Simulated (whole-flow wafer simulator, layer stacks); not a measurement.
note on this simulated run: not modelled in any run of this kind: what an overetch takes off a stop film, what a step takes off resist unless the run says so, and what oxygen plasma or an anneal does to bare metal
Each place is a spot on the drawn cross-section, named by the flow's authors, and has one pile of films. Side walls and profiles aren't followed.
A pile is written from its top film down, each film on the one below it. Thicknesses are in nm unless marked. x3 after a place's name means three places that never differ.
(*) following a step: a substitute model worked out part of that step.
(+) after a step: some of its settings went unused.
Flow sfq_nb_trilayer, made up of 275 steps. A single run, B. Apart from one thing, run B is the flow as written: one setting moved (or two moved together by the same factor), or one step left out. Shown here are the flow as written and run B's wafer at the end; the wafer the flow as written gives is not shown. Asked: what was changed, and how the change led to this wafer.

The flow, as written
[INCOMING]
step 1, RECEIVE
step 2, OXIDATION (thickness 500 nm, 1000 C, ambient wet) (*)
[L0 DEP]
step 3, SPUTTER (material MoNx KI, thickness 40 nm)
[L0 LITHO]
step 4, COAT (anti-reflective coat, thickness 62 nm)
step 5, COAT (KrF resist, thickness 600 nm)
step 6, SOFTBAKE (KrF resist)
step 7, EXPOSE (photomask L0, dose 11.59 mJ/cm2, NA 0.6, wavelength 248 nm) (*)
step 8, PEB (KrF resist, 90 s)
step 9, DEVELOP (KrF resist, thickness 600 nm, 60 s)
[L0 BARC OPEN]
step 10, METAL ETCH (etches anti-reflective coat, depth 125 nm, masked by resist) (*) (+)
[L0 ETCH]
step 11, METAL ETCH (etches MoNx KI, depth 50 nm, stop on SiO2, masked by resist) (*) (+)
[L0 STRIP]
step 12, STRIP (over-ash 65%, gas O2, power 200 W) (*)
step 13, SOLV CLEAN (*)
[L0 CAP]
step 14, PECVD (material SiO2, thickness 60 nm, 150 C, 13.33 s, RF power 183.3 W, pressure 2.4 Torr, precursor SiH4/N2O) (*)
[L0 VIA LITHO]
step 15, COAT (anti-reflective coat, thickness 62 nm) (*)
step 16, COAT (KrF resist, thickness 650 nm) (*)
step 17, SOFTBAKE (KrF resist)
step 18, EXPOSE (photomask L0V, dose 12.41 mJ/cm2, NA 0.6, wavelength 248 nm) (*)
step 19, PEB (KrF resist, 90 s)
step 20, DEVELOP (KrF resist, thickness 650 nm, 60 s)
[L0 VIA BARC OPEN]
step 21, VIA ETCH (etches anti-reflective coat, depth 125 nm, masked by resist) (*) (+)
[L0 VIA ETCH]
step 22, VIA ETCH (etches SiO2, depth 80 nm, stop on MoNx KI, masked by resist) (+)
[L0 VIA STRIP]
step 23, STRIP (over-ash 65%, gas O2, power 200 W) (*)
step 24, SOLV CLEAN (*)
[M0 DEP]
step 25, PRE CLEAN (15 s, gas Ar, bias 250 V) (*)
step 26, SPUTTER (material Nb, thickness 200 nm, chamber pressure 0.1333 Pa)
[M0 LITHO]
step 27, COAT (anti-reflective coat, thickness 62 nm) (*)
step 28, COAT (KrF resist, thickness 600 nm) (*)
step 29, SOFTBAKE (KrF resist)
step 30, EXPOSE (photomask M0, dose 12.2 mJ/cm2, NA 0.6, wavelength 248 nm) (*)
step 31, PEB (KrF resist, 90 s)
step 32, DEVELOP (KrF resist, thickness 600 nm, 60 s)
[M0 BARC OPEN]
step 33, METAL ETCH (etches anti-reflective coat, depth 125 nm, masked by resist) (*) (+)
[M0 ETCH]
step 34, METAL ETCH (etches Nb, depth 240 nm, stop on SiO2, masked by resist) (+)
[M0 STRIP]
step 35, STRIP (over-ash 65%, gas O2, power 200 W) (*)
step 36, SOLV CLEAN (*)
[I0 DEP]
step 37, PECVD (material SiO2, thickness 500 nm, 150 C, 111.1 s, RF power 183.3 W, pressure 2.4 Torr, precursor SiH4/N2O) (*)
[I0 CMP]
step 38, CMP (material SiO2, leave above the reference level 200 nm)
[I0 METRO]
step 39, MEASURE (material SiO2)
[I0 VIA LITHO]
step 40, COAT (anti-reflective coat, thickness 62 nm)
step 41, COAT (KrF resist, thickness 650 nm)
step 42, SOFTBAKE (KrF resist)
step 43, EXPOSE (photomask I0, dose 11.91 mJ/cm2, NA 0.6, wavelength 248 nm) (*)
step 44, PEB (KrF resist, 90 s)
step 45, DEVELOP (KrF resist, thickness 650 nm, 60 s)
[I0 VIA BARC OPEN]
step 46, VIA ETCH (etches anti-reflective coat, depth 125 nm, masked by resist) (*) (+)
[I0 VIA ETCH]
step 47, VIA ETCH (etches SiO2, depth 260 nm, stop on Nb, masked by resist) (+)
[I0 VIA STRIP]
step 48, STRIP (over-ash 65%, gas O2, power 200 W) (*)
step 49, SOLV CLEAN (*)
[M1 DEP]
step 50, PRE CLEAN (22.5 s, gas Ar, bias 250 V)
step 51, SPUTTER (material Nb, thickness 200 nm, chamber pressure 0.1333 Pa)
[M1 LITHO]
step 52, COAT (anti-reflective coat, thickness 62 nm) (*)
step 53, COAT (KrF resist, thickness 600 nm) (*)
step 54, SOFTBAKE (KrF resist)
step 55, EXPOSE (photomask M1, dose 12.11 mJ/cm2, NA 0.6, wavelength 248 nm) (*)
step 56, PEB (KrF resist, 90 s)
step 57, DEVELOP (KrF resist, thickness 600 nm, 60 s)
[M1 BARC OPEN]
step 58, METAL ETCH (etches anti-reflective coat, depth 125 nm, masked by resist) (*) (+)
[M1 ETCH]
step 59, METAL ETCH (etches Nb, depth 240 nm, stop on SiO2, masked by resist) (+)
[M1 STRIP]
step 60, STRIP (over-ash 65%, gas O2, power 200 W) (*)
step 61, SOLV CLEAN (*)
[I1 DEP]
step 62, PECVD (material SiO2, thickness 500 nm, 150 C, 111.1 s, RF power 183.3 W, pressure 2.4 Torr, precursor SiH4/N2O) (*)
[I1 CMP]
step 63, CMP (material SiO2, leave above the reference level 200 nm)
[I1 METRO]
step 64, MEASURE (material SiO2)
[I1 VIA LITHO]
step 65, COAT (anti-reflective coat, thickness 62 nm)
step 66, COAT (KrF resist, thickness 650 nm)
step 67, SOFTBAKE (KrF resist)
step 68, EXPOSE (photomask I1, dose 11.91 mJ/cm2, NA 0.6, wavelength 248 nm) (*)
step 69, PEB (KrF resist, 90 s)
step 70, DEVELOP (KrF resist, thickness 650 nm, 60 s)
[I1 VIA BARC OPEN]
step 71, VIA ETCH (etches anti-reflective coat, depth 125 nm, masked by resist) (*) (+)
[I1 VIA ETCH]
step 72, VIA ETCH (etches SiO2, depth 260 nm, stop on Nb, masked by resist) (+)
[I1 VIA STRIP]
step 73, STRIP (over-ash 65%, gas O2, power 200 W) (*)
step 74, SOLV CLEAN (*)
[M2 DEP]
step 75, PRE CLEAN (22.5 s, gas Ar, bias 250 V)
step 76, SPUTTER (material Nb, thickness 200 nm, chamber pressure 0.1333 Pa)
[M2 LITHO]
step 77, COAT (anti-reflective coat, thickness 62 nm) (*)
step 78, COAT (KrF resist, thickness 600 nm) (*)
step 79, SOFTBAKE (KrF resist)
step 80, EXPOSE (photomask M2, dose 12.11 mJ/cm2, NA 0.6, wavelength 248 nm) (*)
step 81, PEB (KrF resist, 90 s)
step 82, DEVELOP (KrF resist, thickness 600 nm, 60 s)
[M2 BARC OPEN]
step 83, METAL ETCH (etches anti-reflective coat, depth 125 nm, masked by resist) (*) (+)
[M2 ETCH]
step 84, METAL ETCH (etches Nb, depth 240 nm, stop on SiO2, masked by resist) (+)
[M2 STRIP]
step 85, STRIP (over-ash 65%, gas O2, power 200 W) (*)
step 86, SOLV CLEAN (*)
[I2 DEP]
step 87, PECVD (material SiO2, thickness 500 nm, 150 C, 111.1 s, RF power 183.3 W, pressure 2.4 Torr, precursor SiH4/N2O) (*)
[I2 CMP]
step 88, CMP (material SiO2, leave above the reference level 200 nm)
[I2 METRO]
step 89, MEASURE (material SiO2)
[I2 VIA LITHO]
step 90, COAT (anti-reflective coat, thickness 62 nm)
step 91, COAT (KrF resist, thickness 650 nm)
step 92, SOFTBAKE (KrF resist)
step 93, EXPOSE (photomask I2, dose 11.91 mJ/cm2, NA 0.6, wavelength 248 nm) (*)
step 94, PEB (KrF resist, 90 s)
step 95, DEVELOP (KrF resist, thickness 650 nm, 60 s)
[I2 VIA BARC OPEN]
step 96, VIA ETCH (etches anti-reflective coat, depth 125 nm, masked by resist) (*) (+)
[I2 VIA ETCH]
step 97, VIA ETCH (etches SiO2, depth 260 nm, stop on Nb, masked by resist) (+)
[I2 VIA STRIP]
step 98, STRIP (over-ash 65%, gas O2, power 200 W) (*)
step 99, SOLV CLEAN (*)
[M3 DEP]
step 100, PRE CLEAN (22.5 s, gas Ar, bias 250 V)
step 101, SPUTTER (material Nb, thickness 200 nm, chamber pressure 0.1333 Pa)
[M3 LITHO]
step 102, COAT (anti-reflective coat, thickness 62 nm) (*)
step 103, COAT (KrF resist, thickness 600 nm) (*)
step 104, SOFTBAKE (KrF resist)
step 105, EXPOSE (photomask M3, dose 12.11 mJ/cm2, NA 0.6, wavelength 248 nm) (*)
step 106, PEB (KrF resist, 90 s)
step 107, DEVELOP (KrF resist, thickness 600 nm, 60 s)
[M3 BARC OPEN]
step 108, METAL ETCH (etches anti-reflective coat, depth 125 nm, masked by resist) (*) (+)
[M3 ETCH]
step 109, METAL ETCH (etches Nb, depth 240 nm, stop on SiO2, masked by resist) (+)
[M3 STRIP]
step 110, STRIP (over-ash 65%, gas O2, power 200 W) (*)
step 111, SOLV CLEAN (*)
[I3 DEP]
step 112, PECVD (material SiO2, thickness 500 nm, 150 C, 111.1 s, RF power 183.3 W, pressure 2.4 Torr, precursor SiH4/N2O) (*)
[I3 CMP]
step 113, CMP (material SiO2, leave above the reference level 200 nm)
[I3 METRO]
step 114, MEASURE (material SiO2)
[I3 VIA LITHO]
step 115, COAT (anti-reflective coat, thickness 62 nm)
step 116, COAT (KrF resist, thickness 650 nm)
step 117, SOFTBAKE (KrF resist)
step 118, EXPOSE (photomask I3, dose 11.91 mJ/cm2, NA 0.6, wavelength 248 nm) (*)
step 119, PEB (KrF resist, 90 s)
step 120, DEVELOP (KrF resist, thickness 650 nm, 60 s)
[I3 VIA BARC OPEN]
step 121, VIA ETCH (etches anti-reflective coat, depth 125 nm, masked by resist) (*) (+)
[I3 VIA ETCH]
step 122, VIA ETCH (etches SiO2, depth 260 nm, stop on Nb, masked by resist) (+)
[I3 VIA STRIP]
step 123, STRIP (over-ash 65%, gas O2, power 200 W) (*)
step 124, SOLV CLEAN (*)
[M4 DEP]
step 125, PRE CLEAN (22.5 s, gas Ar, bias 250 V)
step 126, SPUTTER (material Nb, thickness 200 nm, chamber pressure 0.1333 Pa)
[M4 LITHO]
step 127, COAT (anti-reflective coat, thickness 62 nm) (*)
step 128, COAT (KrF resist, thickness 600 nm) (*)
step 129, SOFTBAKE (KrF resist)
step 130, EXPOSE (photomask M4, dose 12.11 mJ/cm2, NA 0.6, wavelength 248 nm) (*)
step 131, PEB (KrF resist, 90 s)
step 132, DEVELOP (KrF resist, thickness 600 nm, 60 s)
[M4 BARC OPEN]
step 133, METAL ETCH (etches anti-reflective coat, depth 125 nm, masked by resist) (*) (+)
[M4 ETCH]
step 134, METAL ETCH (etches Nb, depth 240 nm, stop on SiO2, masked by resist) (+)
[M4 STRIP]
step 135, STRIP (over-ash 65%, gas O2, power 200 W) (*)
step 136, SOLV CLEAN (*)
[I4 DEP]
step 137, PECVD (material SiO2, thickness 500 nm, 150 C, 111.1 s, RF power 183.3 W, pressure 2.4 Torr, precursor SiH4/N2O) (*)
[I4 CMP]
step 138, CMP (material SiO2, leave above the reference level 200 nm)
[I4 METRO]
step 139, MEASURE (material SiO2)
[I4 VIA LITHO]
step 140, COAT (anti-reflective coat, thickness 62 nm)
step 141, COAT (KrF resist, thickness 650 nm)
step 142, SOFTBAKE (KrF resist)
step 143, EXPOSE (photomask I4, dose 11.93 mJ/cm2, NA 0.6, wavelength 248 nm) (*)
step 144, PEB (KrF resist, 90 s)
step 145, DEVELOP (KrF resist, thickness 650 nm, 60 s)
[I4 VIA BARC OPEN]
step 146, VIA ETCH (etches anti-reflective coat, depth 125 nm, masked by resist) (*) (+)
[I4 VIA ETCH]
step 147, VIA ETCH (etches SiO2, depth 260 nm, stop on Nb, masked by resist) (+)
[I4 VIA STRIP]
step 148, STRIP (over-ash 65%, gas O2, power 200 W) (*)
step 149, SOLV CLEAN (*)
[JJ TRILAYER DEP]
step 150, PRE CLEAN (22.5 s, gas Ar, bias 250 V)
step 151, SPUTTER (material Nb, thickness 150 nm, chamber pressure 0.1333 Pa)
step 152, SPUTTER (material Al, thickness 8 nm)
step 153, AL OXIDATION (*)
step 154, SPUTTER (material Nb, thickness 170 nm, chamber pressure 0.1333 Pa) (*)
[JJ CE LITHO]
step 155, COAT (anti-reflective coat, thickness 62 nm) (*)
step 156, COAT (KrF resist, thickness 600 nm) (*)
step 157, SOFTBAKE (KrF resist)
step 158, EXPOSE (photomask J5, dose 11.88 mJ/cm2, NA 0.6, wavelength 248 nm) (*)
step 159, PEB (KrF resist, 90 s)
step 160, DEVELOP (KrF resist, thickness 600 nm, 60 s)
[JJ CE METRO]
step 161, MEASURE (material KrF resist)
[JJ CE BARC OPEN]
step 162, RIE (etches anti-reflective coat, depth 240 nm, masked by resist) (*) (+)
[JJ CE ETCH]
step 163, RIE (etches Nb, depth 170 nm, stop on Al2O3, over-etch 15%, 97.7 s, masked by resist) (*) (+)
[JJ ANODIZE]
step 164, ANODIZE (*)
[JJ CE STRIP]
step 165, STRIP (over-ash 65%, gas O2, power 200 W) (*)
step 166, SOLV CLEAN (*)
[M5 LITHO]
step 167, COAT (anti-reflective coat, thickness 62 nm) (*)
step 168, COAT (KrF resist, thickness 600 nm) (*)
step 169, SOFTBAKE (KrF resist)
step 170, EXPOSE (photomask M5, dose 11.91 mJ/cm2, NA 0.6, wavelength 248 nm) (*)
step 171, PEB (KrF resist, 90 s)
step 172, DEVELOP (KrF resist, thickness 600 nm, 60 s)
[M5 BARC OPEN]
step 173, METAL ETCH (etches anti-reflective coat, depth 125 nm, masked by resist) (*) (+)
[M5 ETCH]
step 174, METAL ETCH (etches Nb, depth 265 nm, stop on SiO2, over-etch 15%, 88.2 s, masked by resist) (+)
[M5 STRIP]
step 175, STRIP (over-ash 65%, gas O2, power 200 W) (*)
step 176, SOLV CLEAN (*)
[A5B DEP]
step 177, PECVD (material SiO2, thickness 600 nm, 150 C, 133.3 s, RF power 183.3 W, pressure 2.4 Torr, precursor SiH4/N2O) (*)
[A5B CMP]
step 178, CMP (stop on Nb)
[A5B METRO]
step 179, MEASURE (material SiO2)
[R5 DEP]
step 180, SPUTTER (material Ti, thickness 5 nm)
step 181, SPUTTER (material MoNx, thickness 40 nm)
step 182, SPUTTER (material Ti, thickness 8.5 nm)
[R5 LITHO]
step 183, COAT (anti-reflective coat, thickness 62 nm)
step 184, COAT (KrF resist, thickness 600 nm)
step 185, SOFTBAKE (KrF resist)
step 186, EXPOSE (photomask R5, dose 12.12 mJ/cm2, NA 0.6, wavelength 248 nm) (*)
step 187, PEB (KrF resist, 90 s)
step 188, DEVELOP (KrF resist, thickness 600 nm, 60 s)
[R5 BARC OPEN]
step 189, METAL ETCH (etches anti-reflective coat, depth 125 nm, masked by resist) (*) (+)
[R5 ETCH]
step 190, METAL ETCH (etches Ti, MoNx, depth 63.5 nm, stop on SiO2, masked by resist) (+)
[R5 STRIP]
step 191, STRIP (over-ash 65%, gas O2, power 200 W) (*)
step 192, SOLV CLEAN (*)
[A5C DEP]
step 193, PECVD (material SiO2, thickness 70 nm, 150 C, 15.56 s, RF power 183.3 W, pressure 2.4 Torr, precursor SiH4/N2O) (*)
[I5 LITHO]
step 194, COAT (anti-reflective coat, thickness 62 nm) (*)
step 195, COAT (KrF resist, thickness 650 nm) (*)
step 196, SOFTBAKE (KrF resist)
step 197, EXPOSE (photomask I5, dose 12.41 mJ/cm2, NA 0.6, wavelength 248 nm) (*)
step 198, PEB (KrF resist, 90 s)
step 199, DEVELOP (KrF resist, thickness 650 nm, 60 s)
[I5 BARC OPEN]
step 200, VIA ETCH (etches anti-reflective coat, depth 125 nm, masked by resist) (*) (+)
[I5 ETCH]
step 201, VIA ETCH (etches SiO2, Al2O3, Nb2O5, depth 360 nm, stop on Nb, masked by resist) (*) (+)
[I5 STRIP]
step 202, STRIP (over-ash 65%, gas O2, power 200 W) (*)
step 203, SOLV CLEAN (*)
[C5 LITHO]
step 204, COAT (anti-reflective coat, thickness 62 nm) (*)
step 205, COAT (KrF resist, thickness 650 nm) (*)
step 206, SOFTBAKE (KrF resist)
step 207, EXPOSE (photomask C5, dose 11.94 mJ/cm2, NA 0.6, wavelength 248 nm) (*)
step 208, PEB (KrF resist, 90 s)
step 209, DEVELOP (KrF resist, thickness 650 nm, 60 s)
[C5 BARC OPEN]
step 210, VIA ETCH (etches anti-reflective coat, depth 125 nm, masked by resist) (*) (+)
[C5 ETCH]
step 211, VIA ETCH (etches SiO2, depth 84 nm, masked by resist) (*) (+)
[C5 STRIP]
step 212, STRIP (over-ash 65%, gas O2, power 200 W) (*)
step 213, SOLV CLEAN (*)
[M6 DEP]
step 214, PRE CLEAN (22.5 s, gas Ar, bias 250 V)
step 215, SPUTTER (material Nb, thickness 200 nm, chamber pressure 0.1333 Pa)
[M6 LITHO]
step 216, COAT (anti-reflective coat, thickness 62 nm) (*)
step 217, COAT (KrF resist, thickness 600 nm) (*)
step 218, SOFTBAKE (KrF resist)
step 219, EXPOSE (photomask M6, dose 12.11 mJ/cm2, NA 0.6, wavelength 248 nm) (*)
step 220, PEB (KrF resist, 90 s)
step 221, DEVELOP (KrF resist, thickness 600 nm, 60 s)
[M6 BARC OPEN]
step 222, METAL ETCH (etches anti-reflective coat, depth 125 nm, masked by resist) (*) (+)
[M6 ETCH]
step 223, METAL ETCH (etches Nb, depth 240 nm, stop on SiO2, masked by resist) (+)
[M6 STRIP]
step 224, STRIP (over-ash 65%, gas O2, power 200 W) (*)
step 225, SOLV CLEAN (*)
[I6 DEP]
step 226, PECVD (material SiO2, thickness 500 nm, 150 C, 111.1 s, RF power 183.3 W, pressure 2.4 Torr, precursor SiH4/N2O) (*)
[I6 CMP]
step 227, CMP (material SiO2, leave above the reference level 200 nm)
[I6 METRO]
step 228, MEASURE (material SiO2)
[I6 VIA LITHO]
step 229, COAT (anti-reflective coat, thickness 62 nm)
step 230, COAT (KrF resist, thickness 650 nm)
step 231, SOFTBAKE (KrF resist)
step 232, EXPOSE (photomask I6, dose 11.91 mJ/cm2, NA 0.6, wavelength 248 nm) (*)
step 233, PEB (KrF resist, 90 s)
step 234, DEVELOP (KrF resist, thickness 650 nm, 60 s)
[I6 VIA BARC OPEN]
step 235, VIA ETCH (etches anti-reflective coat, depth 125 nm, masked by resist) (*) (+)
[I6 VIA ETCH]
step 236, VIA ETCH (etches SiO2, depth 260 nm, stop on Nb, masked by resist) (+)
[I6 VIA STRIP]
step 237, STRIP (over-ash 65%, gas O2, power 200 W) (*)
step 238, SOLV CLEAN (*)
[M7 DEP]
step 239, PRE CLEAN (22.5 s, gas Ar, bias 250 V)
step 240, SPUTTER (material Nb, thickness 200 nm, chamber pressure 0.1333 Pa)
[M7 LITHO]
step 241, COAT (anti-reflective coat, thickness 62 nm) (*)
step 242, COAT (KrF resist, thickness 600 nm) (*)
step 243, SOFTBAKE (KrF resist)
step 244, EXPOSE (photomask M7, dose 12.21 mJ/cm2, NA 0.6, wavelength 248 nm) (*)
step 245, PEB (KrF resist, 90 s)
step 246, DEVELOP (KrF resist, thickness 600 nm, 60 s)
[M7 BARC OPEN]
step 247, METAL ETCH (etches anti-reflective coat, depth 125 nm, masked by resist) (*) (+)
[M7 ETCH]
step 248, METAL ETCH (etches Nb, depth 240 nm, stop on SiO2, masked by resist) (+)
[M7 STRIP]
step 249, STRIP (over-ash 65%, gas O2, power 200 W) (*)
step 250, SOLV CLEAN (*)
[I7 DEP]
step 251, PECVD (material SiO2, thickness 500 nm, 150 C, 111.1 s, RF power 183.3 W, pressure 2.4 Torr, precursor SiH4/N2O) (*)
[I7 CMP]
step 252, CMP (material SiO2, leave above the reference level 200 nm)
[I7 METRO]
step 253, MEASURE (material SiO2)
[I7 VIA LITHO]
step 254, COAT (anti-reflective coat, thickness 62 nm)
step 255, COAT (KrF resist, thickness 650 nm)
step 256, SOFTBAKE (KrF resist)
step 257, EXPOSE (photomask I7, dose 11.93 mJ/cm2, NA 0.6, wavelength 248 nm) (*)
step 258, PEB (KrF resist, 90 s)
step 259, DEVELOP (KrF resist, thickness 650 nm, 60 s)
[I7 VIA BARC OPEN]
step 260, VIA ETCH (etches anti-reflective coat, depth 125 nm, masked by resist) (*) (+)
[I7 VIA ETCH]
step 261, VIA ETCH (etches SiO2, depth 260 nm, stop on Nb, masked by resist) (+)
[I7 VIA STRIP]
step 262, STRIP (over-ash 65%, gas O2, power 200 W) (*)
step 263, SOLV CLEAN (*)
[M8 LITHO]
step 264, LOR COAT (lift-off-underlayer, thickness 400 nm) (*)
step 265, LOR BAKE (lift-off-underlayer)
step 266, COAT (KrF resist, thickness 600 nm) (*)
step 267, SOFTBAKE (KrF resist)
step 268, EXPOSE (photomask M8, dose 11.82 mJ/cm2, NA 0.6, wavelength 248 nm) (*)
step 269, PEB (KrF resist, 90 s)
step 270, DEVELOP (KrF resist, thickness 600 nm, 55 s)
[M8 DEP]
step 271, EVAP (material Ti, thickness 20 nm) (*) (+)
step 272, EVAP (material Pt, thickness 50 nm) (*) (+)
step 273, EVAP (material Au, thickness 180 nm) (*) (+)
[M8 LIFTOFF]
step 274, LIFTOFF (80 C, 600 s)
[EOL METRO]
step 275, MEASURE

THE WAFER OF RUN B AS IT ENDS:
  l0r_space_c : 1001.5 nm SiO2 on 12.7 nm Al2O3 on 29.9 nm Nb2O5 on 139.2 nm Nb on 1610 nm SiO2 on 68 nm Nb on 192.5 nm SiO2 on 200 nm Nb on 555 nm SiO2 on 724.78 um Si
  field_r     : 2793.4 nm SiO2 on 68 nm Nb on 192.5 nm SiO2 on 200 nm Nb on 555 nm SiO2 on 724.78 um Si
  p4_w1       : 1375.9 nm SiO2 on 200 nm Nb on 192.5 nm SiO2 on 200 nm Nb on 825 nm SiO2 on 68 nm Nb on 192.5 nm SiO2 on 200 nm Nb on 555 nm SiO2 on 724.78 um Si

The reason: step 51, SPUTTER: thickness 308 nm was run, though the flow has thickness 200 nm.

Step by step, how the change led to this:
  step 51, SPUTTER (material Nb, thickness 200 nm, chamber pressure 0.1333 Pa)
      field_l, v_sur, via_wl and 102 more: +308 Nb (new film) (in the flow as written it would be: +200 Nb (new film))
      via_w: +270.5 Nb (in the flow as written it would be: +174.5 Nb)
  step 59, METAL ETCH (etches Nb, depth 240 nm, stop on SiO2, masked by resist) (+)
      field_l, be, be_sur and 79 more: -240 Nb (in the flow as written it would be: -200 Nb (all of it))
  step 62, PECVD (material SiO2, thickness 500 nm, 150 C, 111.1 s, RF power 183.3 W, pressure 2.4 Torr, precursor SiH4/N2O) (*)
      field_l, be, be_sur and 72 more: +500 SiO2 (new film) (in the flow as written it would be: +500 SiO2)
      lsp_m, ln_m6, lsp_r, l0_sur, l0v: +493.9 SiO2 (new film) (in the flow as written it would be: +494.9 SiO2)
      (as well as at 3 more places)
  step 63, CMP (material SiO2, leave above the reference level 200 nm)
      field_l, be, be_sur and 72 more: -60 SiO2 (in the flow as written it would be: -100 SiO2)
      lsp_m, ln_m6, lsp_r, l0_sur, l0v: -53.9 SiO2 (in the flow as written it would be: -94.9 SiO2)
      (as well as at 1 more place)
With metal films that touch counted as one body, l0r_space_c has 3 bodies (between them, from the top down: SiO2 1610; SiO2 192.5); the flow as written gives 2 bodies (between them, from the top down: SiO2 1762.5).
With metal films that touch counted as one body, field_r has 2 bodies (between them, from the top down: SiO2 192.5); the flow as written gives 1 body.
With metal films that touch counted as one body, p4_w1 has 4 bodies (between them, from the top down: SiO2 192.5; SiO2 825; SiO2 192.5); the flow as written gives 3 bodies (between them, from the top down: SiO2 192.5; SiO2 977.5).
